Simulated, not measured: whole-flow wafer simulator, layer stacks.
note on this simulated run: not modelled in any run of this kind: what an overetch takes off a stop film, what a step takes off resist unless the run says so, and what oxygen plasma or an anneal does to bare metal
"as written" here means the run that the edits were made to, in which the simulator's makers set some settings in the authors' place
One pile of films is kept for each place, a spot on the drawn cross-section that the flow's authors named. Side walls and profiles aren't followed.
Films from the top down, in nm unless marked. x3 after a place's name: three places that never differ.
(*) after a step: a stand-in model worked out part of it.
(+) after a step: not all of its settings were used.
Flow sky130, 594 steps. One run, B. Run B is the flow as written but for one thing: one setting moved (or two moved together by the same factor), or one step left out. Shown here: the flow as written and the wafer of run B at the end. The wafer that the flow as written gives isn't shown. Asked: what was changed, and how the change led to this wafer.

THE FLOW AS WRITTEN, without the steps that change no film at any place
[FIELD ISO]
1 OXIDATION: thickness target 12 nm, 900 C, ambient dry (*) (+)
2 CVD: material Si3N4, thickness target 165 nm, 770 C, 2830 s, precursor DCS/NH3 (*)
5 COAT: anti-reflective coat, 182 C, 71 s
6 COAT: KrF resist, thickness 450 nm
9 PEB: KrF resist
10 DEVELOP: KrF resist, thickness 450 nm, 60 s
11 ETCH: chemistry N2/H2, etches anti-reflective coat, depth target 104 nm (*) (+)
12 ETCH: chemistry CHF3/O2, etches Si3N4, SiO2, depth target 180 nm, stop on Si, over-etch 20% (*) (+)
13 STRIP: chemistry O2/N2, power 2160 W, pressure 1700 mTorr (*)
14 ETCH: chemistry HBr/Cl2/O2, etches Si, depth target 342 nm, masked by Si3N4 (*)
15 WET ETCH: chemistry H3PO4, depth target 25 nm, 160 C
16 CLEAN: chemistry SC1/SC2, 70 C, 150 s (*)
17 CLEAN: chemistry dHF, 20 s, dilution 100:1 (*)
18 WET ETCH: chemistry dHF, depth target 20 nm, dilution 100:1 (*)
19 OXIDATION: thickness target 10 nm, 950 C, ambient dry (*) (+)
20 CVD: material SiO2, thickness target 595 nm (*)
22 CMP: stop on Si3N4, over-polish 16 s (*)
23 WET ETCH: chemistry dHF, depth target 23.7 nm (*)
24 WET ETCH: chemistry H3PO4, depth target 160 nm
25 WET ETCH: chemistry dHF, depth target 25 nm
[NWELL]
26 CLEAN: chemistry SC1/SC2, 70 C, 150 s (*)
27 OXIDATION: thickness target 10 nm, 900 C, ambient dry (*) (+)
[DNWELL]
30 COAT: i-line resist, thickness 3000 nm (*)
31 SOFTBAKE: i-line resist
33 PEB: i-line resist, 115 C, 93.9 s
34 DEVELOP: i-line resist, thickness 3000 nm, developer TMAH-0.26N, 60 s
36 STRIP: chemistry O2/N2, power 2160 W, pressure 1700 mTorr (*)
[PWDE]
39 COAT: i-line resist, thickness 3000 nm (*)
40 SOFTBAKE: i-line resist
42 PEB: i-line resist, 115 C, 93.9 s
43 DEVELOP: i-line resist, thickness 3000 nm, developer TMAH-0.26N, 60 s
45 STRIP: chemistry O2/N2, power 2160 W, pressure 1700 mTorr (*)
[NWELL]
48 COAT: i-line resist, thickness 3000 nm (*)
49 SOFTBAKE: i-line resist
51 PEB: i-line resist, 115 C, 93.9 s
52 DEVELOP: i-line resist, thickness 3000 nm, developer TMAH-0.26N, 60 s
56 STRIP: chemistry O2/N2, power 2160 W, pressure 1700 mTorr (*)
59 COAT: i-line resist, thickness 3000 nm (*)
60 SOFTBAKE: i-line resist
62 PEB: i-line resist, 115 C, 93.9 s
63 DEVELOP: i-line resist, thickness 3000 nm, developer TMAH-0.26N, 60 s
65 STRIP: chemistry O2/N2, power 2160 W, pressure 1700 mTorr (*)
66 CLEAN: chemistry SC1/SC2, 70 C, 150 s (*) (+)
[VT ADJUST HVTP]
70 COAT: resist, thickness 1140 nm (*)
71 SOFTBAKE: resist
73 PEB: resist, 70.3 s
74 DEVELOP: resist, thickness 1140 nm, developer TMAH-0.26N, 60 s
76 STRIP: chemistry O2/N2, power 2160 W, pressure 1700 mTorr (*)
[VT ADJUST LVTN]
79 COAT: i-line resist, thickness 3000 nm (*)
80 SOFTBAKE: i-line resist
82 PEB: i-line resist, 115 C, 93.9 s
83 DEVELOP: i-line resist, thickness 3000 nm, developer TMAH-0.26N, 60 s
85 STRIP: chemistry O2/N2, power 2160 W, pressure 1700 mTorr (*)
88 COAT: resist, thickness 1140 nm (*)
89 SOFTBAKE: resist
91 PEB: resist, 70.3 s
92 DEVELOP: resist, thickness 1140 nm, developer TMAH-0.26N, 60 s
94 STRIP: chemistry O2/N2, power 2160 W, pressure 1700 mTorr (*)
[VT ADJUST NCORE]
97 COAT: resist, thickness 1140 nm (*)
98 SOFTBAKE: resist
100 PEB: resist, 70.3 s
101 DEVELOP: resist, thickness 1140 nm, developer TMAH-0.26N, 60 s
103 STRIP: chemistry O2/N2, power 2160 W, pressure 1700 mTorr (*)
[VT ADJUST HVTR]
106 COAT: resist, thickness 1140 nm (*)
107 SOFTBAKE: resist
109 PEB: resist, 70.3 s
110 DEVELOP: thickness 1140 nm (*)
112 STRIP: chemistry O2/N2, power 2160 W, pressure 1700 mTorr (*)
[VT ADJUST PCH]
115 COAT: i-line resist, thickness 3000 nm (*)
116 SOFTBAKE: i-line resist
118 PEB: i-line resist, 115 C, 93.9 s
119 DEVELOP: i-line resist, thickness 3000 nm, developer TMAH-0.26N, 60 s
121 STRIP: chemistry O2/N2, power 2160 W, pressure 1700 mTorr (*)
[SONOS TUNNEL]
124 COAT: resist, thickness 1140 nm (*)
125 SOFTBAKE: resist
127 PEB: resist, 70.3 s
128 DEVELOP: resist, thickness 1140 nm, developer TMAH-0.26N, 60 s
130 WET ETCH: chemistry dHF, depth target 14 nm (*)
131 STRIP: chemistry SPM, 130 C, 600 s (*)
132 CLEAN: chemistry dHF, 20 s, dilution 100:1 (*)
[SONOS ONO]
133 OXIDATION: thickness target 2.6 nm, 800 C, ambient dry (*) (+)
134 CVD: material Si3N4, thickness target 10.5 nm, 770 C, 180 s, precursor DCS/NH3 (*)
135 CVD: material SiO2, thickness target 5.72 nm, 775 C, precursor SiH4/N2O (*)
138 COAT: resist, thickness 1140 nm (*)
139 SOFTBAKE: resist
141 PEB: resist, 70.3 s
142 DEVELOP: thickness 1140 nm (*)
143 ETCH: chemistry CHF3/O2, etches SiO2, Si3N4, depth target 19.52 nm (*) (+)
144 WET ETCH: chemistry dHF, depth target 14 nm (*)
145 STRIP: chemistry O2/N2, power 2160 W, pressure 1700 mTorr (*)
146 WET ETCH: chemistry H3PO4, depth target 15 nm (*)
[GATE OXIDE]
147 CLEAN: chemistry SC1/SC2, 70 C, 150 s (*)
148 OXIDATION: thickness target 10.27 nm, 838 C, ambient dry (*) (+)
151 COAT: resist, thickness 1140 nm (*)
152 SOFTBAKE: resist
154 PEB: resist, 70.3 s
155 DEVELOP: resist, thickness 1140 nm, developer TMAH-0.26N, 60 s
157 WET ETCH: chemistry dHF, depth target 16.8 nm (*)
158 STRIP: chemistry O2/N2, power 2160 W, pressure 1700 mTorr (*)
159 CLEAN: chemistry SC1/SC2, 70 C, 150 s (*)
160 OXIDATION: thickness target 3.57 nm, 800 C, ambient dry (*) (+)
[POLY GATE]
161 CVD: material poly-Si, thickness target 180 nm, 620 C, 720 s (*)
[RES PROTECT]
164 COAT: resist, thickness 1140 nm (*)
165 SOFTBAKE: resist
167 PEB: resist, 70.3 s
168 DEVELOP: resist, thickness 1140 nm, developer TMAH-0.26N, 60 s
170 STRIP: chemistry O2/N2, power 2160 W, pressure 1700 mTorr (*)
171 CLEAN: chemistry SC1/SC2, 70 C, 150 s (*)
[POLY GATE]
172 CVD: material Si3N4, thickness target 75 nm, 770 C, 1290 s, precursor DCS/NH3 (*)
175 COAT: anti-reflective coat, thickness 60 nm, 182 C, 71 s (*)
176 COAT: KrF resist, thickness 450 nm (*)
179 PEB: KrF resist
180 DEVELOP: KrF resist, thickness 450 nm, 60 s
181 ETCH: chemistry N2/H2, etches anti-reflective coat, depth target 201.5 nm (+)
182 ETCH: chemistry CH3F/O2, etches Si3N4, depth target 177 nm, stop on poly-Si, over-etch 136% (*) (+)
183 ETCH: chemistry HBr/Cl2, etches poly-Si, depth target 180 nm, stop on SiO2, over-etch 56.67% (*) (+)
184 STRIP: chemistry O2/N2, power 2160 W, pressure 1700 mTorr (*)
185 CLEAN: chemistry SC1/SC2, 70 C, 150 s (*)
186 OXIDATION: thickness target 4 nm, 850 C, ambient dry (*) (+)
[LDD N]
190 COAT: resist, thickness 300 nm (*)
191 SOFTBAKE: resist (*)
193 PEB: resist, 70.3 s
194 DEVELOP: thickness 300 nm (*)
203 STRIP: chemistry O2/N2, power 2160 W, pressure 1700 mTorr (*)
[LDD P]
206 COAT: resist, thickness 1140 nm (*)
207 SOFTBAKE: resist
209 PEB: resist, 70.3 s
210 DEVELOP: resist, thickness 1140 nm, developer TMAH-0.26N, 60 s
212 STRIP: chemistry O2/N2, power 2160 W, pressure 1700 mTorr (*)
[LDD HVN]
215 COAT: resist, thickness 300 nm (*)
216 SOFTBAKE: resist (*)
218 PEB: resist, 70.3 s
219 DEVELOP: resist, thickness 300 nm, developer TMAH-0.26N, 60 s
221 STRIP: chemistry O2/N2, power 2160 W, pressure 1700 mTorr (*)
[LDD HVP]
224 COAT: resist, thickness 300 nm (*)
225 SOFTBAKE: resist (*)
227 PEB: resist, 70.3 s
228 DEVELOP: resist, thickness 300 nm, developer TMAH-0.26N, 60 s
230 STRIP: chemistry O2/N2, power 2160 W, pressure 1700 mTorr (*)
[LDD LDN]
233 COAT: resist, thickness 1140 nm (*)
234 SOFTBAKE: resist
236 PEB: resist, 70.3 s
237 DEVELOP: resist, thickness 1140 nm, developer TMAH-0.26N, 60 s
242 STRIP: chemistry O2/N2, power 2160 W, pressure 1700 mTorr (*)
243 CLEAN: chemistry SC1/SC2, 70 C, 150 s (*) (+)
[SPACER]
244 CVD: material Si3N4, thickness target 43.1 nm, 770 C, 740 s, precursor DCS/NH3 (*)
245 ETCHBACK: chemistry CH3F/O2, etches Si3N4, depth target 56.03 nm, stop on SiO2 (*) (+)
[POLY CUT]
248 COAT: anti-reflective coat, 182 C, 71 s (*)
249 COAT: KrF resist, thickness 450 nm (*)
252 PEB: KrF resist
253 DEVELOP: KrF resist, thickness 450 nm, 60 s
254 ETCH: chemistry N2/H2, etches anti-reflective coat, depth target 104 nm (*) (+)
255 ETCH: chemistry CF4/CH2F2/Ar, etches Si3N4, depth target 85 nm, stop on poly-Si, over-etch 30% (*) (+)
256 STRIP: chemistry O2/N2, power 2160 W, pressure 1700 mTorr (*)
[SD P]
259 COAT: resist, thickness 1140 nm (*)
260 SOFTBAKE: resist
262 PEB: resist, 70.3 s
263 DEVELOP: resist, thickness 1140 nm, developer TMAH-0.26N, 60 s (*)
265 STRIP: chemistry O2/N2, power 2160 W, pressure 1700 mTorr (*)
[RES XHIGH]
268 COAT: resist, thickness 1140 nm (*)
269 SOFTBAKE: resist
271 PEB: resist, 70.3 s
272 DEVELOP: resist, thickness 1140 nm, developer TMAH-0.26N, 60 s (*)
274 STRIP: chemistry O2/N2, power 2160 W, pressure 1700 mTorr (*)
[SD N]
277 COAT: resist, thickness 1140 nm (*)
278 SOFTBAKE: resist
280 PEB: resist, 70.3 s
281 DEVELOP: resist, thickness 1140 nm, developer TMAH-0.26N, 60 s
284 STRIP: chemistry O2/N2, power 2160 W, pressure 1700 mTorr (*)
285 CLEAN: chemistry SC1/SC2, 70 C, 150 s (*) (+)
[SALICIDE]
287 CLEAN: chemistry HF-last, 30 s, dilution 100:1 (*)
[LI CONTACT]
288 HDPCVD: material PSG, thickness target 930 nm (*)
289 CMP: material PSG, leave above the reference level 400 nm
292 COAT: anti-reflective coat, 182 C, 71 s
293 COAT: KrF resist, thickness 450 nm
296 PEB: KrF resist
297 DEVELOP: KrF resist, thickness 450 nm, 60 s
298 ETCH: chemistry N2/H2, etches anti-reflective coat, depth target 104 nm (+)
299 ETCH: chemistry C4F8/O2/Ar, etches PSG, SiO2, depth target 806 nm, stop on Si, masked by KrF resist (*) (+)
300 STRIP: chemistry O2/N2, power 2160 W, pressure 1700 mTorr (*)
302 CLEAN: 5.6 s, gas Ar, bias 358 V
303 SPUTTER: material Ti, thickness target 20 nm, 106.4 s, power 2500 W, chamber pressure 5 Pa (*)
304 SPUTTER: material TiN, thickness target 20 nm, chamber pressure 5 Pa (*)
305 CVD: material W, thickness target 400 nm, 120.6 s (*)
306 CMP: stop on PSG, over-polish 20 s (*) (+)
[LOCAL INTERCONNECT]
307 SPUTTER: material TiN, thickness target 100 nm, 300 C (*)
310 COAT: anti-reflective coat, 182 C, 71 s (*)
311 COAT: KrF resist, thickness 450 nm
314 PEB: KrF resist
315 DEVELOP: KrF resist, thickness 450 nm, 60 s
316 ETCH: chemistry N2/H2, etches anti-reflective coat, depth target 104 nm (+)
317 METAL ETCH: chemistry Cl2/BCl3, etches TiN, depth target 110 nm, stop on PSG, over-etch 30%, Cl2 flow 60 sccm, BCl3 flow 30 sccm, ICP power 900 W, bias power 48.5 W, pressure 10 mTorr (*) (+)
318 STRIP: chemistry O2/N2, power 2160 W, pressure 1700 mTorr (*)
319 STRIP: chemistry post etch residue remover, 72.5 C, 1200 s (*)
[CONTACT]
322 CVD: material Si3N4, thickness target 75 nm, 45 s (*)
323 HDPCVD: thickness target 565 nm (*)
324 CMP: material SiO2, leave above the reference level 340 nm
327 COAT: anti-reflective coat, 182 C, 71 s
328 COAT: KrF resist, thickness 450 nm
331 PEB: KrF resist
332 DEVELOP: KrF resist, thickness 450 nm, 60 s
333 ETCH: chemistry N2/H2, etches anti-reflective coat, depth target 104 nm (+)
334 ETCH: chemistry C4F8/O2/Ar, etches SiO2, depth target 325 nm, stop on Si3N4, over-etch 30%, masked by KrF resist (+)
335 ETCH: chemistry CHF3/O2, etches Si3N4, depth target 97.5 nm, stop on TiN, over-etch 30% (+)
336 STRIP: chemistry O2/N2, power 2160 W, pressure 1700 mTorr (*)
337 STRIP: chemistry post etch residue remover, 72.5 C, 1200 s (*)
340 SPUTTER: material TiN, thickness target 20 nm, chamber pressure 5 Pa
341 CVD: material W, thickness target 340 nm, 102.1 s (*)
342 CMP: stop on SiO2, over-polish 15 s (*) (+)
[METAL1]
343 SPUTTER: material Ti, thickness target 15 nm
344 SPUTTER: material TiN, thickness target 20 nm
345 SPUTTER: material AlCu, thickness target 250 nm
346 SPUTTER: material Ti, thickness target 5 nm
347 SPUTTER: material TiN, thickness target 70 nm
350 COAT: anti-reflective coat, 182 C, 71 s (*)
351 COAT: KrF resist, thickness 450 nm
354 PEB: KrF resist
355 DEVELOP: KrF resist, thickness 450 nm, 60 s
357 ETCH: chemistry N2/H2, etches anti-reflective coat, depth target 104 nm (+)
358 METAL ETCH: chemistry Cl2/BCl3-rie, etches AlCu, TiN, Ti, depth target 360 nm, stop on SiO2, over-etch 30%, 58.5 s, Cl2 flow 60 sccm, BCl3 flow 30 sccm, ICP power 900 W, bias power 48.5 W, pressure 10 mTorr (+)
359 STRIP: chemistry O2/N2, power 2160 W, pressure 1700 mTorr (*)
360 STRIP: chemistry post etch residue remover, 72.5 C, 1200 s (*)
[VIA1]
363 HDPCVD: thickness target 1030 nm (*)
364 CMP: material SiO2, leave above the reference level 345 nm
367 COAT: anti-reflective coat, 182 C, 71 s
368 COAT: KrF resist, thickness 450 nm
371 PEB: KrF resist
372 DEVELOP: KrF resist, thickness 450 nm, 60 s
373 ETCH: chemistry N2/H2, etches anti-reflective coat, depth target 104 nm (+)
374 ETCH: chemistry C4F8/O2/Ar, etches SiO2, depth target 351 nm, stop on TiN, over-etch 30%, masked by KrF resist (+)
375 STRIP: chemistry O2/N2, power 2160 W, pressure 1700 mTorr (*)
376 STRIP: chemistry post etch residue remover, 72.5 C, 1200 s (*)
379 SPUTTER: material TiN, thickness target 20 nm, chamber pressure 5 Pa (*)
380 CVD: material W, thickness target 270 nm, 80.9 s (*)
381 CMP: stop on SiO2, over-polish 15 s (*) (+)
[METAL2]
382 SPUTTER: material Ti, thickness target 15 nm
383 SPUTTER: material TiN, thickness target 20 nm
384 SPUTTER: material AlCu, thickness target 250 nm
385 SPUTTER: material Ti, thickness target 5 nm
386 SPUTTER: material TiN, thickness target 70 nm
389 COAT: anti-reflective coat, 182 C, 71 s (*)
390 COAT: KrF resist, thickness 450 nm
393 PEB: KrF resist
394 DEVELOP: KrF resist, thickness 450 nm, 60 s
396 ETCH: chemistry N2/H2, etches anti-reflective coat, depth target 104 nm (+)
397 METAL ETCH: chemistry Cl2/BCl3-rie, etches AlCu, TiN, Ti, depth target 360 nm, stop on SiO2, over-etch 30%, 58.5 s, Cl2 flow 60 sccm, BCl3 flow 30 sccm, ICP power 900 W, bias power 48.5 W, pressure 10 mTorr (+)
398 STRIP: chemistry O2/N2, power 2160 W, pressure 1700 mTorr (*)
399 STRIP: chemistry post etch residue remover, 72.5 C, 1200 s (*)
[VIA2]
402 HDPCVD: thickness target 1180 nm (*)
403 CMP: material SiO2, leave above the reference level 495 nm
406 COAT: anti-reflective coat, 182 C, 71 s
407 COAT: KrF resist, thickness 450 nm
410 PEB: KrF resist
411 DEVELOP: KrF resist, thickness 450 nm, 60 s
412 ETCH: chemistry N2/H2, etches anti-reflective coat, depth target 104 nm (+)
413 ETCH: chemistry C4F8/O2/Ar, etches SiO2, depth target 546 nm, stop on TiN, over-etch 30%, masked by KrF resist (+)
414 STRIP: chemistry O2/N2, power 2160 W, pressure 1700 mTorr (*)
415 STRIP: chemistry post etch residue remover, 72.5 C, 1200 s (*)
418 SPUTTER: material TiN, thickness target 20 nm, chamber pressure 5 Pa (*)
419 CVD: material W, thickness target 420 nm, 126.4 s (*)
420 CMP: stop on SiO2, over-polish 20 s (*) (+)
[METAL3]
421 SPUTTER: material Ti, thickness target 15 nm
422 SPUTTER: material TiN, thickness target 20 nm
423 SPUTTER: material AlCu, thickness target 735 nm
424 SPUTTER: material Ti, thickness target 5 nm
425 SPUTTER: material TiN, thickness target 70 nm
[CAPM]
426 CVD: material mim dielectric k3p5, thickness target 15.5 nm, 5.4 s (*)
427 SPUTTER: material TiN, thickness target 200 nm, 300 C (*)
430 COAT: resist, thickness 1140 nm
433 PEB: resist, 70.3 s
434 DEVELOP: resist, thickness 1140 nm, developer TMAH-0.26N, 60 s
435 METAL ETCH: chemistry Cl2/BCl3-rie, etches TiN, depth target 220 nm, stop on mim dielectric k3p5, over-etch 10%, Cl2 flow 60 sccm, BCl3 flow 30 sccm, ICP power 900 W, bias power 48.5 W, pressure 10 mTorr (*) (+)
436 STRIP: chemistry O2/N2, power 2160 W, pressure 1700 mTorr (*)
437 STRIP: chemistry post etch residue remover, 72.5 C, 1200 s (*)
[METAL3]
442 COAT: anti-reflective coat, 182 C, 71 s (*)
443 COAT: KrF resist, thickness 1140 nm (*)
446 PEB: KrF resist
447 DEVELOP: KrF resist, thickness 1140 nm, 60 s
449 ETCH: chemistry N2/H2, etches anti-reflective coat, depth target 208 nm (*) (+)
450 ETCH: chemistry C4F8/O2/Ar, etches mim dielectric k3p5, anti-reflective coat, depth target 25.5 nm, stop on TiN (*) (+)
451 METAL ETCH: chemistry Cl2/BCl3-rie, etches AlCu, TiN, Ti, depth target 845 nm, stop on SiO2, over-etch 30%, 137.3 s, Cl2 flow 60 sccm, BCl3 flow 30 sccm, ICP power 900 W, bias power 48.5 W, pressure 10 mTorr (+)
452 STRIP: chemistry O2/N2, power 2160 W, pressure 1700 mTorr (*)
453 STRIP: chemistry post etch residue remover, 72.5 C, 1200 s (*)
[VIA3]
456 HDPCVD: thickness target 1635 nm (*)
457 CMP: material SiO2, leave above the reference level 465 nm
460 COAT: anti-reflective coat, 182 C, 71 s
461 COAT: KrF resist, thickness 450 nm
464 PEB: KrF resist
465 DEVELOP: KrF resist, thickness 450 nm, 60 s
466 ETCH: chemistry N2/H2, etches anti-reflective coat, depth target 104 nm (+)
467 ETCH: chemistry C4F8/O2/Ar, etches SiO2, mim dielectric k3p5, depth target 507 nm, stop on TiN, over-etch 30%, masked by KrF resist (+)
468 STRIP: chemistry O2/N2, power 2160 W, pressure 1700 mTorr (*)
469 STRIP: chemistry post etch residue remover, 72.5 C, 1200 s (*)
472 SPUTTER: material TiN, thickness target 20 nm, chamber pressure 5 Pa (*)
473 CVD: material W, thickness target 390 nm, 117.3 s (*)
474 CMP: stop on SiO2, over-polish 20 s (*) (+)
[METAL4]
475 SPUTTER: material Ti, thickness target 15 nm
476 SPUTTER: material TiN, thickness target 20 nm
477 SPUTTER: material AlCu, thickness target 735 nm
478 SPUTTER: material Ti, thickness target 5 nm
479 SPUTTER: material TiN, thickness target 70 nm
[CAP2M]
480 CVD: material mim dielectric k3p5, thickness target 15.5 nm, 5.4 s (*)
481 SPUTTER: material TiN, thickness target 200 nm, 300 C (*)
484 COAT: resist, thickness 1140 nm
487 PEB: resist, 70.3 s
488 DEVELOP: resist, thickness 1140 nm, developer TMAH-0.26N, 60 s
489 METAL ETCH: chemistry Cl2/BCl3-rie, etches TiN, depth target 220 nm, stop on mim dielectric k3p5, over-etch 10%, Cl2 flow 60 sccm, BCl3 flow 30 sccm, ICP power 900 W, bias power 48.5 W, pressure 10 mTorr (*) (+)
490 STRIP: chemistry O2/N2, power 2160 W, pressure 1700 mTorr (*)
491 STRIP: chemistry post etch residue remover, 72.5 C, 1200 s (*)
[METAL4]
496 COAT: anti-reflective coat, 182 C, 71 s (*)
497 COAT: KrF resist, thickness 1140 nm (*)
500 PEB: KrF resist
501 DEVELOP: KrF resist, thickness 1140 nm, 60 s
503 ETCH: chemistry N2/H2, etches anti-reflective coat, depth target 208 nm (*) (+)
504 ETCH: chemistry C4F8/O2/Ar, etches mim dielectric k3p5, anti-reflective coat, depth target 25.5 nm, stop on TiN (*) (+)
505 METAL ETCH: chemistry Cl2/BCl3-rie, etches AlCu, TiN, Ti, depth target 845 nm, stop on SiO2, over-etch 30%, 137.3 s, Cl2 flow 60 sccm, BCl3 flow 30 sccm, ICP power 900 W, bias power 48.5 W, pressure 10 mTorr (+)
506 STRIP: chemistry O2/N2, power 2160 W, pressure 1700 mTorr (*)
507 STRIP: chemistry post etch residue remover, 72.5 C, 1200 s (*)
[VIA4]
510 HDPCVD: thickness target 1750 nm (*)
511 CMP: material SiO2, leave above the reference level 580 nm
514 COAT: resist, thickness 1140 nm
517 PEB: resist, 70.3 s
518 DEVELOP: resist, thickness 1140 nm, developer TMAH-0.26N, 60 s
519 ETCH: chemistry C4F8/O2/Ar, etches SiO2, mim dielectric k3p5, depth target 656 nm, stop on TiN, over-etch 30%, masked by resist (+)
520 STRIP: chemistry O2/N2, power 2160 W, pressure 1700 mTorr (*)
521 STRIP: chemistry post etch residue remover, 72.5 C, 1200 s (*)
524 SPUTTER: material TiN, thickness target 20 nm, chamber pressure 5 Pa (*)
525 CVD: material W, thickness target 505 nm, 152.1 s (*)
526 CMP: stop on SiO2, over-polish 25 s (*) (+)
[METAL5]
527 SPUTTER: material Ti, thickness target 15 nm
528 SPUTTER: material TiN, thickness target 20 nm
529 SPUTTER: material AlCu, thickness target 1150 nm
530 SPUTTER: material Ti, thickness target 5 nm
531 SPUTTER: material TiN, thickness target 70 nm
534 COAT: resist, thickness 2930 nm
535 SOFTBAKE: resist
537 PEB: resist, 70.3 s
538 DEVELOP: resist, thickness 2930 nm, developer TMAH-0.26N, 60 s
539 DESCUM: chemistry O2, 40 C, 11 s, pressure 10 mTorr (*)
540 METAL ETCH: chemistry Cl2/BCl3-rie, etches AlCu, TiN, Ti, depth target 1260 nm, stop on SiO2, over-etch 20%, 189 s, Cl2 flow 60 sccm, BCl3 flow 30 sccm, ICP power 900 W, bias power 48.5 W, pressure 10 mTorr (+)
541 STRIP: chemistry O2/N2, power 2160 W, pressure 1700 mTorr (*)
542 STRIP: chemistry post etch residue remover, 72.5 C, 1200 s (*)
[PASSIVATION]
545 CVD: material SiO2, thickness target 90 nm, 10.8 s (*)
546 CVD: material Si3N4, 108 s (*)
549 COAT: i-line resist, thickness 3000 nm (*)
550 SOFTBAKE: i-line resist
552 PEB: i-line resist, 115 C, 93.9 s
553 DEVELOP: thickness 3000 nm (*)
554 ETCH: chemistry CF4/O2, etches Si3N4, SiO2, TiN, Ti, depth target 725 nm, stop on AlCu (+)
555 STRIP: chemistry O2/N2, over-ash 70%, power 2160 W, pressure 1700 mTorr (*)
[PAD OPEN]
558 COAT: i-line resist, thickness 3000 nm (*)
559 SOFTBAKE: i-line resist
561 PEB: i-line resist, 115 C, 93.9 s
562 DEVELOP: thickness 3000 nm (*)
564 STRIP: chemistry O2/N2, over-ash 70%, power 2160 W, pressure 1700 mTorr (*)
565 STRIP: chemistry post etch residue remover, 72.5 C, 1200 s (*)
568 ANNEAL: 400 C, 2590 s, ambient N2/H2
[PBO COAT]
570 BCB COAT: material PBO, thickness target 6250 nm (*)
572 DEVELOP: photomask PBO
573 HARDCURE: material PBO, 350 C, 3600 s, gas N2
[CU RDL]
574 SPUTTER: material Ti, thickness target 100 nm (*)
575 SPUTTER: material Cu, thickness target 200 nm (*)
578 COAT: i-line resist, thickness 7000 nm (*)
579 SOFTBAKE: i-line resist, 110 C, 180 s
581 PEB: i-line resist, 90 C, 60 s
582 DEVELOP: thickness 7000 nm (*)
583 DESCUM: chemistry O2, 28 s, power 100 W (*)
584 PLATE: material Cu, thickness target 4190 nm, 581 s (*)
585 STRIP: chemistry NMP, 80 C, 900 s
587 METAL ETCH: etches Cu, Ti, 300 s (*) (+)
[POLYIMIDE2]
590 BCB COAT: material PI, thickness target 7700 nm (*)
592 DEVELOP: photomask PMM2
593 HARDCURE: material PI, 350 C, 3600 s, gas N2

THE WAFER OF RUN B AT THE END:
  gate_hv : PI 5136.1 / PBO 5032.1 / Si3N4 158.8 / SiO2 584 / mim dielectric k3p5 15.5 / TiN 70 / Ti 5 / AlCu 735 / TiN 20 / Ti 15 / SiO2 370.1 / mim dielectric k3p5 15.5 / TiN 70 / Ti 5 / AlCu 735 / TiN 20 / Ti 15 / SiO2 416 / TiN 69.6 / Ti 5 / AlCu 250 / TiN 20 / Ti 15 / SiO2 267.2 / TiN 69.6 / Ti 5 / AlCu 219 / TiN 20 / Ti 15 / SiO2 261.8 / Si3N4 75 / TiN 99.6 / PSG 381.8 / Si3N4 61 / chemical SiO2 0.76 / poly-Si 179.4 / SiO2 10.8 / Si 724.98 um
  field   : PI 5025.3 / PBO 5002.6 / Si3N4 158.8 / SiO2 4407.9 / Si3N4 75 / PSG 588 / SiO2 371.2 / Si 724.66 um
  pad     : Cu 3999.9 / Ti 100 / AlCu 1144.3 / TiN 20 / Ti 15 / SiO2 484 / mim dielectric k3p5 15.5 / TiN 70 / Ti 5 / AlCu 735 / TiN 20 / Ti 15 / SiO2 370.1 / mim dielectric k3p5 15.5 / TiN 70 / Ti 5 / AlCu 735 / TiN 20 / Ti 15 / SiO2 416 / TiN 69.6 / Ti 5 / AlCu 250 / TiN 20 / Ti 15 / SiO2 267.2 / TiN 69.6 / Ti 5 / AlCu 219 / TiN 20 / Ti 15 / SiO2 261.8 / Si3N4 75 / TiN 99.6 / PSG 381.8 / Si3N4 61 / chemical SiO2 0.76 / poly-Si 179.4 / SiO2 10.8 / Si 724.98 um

The cause: step 345, SPUTTER: thickness target 219 nm was run, where the flow has thickness target 250 nm.
It can be read off the wafer: gate_hv has AlCu 219, and step 345 as written asks for 250 nm.

How the change led to this, step by step:
  345 SPUTTER: material AlCu, thickness target 250 nm
      field, active, n_well and 188 more: AlCu +219 (new film) (as written it would be: AlCu +250 (new film))
  358 METAL ETCH: chemistry Cl2/BCl3-rie, etches AlCu, TiN, Ti, depth target 360 nm, stop on SiO2, over-etch 30%, 58.5 s, Cl2 flow 60 sccm, BCl3 flow 30 sccm, ICP power 900 W, bias power 48.5 W, pressure 10 mTorr (+)
      field, active, gate and 81 more: TiN -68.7 (all of it), Ti -5 (all of it), AlCu -219 (all of it), TiN -20 (all of it), Ti -15 (all of it), SiO2 -14 (as written it would be: TiN -68.7 (all of it), Ti -5 (all of it), AlCu -250 (all of it), TiN -20 (all of it), Ti -15 (all of it), SiO2 -10.9)
  364 CMP: material SiO2, leave above the reference level 345 nm
      field, active, gate and 81 more: SiO2 -417 (as written it would be: SiO2 -389.1)
